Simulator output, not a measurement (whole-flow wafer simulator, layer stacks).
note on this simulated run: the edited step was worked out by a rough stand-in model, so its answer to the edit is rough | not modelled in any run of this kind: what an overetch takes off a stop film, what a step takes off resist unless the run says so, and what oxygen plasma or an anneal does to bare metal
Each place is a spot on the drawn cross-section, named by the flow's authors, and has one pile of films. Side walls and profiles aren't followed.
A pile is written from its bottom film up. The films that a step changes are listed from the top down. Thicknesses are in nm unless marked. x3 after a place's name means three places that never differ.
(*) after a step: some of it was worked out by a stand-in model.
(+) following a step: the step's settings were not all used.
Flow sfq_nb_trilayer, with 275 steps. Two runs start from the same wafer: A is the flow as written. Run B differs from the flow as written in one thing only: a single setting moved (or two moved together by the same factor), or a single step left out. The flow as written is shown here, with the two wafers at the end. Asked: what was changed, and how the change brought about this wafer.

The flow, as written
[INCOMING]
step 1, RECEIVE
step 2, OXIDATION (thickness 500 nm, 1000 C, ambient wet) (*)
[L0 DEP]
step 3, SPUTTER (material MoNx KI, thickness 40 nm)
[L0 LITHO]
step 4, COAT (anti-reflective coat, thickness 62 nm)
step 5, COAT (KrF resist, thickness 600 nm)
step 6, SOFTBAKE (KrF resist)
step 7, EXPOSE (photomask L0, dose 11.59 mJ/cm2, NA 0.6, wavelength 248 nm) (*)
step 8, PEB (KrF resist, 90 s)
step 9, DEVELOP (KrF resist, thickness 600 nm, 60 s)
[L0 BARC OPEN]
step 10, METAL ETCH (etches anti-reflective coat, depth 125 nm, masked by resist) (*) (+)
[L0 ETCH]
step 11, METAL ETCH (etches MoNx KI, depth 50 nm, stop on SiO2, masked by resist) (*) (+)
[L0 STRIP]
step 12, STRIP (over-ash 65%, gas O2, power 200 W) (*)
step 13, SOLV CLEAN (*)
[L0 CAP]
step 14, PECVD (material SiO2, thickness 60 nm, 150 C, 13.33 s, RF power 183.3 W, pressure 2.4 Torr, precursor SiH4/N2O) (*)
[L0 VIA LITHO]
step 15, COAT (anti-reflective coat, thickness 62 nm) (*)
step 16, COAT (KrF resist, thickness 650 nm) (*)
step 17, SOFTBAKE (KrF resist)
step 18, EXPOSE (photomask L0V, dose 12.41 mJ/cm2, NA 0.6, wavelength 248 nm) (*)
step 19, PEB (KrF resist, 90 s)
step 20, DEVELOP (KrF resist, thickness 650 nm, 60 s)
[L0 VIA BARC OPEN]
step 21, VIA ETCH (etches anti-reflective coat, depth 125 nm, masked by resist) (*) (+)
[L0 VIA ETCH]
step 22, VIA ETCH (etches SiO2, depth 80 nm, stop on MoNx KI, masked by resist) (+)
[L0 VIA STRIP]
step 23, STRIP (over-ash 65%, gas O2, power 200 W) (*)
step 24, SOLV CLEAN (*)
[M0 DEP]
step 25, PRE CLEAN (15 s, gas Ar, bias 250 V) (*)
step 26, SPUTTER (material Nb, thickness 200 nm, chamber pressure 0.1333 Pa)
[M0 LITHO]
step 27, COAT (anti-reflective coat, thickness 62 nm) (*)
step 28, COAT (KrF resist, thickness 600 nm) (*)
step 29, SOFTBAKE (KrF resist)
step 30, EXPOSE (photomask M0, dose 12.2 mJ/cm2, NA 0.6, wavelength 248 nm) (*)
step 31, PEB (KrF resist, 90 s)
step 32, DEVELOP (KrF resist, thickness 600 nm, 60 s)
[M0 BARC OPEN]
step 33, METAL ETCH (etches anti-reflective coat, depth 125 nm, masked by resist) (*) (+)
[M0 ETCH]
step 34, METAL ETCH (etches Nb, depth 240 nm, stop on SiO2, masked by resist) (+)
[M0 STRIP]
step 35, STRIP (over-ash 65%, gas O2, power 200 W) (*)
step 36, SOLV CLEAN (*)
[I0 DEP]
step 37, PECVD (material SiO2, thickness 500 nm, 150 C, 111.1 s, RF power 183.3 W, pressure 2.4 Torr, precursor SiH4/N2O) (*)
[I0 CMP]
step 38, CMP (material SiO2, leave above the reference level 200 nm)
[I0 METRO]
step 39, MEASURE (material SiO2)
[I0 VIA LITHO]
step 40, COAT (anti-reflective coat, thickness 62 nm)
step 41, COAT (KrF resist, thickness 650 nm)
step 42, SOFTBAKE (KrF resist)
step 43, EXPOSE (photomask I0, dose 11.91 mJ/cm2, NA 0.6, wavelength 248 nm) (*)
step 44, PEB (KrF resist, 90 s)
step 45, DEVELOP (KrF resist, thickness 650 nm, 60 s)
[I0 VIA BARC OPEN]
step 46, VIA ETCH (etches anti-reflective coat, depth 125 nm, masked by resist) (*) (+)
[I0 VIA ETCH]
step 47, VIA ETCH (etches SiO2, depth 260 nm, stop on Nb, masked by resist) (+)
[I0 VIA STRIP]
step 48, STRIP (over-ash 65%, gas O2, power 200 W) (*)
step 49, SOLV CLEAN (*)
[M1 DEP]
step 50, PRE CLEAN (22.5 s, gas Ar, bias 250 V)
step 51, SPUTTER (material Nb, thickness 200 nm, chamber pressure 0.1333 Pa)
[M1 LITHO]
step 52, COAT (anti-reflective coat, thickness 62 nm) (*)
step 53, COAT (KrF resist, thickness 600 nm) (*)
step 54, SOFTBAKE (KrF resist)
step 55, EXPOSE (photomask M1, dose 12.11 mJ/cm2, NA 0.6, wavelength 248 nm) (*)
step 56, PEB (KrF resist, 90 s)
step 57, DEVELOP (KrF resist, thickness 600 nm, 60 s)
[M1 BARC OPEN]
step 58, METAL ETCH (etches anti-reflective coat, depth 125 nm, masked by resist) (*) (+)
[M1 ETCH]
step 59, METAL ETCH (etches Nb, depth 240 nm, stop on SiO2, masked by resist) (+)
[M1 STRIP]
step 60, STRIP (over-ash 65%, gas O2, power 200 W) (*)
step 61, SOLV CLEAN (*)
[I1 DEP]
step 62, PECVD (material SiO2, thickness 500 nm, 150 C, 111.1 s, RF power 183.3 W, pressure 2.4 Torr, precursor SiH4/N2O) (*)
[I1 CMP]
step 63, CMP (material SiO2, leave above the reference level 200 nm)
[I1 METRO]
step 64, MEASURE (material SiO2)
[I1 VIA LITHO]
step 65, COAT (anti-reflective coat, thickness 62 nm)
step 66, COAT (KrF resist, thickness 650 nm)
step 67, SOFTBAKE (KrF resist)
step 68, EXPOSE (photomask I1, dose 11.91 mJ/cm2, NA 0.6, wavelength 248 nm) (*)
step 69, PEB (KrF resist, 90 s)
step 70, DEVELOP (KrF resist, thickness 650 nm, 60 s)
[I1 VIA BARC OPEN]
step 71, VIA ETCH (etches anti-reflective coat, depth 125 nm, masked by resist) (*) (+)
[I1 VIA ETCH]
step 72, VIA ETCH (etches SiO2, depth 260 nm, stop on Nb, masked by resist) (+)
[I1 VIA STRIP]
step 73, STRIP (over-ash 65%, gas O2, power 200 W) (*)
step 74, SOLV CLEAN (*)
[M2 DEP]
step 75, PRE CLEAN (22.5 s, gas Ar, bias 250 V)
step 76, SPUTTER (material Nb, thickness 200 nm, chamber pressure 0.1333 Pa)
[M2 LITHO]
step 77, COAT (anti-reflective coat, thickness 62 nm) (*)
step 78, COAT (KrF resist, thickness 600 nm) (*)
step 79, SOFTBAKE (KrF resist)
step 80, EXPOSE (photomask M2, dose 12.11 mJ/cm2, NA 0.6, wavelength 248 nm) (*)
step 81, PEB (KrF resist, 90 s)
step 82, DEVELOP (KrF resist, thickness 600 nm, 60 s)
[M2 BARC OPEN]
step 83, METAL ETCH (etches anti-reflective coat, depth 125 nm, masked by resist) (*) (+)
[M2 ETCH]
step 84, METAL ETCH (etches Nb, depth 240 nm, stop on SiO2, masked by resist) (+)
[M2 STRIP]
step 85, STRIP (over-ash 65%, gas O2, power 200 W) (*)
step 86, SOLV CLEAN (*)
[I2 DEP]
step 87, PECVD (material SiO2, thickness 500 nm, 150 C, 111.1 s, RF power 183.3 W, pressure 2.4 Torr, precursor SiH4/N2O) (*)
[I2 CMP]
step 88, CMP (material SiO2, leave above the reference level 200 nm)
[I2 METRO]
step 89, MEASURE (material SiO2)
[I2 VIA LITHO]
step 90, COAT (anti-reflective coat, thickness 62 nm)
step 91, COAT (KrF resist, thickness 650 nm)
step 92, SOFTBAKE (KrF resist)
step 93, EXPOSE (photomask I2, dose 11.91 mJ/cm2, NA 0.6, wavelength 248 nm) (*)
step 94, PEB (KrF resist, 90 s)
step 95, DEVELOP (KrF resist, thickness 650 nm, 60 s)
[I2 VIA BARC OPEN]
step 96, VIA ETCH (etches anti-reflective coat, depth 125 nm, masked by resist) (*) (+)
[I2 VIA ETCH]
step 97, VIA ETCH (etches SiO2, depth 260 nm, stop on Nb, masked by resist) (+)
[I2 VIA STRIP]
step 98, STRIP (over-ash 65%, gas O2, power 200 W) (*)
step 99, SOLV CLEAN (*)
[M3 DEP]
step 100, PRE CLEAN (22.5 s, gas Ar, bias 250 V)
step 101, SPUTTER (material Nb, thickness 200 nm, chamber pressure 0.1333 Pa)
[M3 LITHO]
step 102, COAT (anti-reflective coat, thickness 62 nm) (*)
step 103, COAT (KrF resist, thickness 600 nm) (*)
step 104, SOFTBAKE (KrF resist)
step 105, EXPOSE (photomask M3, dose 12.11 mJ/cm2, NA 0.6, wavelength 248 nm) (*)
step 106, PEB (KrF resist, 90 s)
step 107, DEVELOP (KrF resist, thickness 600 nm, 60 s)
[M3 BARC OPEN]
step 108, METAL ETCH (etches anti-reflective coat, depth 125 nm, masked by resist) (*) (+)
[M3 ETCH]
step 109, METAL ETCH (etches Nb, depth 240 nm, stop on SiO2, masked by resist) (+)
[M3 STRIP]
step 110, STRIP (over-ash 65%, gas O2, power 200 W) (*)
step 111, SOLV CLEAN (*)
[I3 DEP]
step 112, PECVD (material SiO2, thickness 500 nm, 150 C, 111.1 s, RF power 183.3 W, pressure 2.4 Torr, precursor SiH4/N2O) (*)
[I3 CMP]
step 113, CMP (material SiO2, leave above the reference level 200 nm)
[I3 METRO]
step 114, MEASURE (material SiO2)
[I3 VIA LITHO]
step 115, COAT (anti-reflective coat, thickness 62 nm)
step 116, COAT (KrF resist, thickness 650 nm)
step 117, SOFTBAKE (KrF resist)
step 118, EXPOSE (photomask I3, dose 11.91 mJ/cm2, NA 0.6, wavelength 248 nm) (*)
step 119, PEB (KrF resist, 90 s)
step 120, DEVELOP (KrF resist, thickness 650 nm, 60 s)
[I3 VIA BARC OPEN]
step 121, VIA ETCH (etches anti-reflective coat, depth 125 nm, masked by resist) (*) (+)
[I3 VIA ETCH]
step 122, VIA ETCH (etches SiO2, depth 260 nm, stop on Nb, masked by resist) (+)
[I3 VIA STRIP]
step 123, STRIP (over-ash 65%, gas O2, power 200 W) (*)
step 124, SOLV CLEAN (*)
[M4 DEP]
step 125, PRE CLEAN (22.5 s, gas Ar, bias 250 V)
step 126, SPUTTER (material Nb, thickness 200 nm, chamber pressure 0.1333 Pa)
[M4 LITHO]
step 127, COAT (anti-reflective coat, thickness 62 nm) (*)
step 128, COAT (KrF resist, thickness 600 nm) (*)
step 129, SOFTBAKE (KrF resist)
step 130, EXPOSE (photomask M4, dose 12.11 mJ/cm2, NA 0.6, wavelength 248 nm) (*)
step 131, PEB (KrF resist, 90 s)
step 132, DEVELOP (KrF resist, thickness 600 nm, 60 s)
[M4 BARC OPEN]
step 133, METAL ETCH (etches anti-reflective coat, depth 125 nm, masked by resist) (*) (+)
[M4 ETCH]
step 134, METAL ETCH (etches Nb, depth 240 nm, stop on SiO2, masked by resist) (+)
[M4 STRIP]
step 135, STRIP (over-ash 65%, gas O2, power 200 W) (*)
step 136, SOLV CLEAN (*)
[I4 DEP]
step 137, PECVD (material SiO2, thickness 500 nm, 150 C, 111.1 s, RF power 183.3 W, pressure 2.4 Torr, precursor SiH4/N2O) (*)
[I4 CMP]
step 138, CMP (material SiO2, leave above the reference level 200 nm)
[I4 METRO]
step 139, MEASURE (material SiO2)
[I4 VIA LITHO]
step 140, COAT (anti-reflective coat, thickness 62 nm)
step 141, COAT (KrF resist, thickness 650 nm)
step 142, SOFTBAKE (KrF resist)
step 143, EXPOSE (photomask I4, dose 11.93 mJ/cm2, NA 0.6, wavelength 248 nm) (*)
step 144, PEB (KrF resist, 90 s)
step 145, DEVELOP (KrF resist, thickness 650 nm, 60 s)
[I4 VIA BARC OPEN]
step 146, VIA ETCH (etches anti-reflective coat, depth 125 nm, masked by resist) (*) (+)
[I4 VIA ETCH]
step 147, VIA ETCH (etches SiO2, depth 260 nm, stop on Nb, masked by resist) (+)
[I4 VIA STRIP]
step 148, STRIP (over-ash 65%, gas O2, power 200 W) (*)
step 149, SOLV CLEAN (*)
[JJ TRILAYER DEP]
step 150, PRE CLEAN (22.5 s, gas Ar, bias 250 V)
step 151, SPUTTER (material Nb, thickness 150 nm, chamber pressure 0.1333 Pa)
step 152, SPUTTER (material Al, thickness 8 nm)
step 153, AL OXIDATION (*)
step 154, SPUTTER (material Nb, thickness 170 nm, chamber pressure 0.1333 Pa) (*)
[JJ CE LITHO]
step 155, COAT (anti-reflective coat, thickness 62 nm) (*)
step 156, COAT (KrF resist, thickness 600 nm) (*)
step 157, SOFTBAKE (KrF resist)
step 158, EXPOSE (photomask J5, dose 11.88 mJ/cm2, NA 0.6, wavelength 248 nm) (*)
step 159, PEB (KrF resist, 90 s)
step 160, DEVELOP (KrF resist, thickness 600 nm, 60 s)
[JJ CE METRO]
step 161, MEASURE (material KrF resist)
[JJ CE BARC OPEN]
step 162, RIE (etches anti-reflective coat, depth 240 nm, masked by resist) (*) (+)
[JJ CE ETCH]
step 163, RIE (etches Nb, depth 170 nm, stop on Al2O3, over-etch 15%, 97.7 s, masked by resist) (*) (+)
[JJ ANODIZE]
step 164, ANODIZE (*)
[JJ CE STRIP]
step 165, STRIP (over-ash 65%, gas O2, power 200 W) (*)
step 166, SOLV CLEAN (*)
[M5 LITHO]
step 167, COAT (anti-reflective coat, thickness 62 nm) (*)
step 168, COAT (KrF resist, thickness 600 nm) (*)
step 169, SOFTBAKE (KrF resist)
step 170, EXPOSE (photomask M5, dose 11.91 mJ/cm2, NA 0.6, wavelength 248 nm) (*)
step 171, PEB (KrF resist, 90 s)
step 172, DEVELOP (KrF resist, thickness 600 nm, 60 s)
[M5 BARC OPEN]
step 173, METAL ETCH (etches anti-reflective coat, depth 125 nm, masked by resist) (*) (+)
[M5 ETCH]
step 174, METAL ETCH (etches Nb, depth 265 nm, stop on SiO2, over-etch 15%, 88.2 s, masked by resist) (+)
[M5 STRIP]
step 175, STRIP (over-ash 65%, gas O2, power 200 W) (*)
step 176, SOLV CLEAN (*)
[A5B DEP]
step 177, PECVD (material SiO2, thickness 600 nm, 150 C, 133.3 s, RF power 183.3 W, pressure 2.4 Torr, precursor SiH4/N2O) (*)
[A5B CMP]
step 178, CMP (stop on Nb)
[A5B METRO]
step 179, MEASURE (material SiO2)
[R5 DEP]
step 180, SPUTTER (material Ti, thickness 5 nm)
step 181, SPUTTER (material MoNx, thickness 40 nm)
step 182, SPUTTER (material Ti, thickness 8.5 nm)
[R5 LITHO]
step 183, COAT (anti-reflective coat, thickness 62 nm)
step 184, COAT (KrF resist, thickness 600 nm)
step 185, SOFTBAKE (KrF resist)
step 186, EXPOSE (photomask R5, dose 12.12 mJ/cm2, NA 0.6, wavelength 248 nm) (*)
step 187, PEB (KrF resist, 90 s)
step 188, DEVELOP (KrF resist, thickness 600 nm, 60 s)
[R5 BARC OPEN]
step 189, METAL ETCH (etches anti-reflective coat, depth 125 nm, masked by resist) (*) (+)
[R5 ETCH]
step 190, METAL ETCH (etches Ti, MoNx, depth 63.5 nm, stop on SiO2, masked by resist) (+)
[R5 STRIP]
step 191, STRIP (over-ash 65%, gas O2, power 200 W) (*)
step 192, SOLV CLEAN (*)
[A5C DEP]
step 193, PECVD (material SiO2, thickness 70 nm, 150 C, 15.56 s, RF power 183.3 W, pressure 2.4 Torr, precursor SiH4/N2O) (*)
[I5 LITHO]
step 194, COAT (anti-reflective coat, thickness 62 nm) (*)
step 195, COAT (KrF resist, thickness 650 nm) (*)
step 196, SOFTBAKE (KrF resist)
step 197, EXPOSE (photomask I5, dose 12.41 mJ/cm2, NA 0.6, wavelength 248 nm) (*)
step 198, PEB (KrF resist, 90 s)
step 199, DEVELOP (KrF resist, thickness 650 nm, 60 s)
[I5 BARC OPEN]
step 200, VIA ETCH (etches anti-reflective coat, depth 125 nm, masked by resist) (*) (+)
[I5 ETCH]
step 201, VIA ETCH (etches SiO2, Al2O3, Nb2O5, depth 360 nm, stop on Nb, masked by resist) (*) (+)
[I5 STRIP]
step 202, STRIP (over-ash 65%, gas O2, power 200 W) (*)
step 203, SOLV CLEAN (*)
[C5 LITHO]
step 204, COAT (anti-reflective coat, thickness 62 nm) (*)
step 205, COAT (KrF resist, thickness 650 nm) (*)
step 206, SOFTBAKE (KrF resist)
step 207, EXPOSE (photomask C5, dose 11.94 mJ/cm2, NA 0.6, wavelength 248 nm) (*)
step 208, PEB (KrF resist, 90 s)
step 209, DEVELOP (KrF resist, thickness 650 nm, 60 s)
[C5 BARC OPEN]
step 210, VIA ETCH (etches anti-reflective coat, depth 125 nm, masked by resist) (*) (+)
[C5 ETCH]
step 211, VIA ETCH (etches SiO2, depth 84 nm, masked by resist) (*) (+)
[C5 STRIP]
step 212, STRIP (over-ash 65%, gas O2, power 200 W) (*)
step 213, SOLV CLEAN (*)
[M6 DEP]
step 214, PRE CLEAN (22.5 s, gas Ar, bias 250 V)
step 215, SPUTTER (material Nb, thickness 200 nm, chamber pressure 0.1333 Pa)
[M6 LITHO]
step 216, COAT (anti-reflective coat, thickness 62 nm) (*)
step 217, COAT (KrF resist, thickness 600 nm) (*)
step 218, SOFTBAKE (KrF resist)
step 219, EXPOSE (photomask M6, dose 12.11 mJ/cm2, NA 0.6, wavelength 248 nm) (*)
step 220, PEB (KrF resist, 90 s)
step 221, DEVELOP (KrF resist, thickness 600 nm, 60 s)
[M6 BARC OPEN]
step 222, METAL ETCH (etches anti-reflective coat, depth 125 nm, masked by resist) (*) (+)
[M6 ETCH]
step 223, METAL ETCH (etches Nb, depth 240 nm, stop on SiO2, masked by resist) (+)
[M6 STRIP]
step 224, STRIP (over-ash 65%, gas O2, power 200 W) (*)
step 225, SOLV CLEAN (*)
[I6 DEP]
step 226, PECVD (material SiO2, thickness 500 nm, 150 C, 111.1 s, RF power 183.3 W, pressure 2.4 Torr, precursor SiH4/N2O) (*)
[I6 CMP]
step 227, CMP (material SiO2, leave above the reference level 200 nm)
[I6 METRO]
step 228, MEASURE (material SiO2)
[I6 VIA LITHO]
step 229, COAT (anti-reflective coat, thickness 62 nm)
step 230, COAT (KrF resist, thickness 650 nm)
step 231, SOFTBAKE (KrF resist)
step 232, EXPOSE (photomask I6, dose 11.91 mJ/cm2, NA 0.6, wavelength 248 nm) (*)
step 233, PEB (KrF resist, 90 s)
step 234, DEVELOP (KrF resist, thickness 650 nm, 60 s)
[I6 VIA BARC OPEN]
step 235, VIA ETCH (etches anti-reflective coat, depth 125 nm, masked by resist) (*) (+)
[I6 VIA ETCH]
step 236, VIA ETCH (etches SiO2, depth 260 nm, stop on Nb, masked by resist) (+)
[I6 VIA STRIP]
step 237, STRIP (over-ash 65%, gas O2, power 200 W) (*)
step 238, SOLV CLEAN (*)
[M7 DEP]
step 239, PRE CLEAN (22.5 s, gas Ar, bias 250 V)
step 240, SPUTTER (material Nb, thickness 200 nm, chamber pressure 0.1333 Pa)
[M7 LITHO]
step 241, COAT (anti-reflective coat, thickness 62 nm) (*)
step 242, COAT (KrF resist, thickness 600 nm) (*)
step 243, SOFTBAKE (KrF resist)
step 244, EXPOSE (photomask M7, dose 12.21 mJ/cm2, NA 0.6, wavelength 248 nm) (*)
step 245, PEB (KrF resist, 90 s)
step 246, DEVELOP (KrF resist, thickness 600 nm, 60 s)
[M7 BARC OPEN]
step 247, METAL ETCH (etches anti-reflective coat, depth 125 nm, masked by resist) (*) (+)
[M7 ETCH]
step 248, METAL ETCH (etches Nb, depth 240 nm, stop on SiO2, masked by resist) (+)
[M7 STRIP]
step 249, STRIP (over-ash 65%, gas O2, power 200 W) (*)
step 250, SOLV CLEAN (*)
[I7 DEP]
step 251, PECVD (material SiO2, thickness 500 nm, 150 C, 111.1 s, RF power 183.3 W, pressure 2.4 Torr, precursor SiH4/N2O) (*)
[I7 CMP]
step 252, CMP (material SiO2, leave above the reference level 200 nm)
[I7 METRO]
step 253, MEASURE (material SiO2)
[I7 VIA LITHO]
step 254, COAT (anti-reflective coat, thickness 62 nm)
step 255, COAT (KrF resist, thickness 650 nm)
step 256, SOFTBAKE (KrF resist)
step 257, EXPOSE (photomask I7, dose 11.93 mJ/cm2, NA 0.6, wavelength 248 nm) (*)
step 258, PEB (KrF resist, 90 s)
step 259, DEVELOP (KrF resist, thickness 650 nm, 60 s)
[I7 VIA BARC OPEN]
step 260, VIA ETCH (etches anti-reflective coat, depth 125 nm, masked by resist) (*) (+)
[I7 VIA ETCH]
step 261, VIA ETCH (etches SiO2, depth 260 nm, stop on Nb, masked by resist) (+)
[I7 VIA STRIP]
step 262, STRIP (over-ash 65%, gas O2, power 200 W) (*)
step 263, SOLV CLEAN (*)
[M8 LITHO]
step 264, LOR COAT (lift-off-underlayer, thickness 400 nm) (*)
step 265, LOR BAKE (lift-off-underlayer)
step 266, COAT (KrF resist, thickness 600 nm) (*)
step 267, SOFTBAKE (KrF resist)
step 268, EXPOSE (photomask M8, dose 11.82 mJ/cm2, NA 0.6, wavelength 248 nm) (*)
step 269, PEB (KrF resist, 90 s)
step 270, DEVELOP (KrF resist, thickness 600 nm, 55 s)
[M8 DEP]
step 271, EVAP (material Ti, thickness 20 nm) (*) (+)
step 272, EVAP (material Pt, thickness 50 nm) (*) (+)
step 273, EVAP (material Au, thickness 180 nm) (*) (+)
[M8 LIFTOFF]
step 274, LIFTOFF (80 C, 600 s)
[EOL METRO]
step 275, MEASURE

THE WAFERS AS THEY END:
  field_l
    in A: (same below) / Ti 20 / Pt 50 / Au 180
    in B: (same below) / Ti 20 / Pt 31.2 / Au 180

What caused this: step 272, EVAP: thickness 31.2 nm was run, while the flow as written has thickness 50 nm.
One can read it off the wafer: field_l has Pt 31.2, and step 272 as written asks for 50 nm.

Step by step, how the change led to this:
  step 272, EVAP (material Pt, thickness 50 nm) (*) (+)
      field_l, v_sur, via_wl and 103 more: A Pt gains 50 (new film) | B Pt gains 31.2 (new film)
  step 274, LIFTOFF (80 C, 600 s)
      p4_fl, p4_fm, p4_w1 and 71 more: A Au loses 180 (all of it), Pt loses 50 (all of it), Ti loses 20 (all of it), KrF resist loses 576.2 (all of it), lift-off-underlayer loses 400 (all of it) | B Au loses 180 (all of it), Pt loses 31.2 (all of it), Ti loses 20 (all of it), KrF resist loses 576.2 (all of it), lift-off-underlayer loses 400 (all of it)
      c5j, ce_r: A Au loses 180 (all of it), Pt loses 50 (all of it), Ti loses 20 (all of it), KrF resist loses 573.3 (all of it), lift-off-underlayer loses 399.3 (all of it) | B Au loses 180 (all of it), Pt loses 31.2 (all of it), Ti loses 20 (all of it), KrF resist loses 573.3 (all of it), lift-off-underlayer loses 399.3 (all of it)
      (and at 19 other places as well)
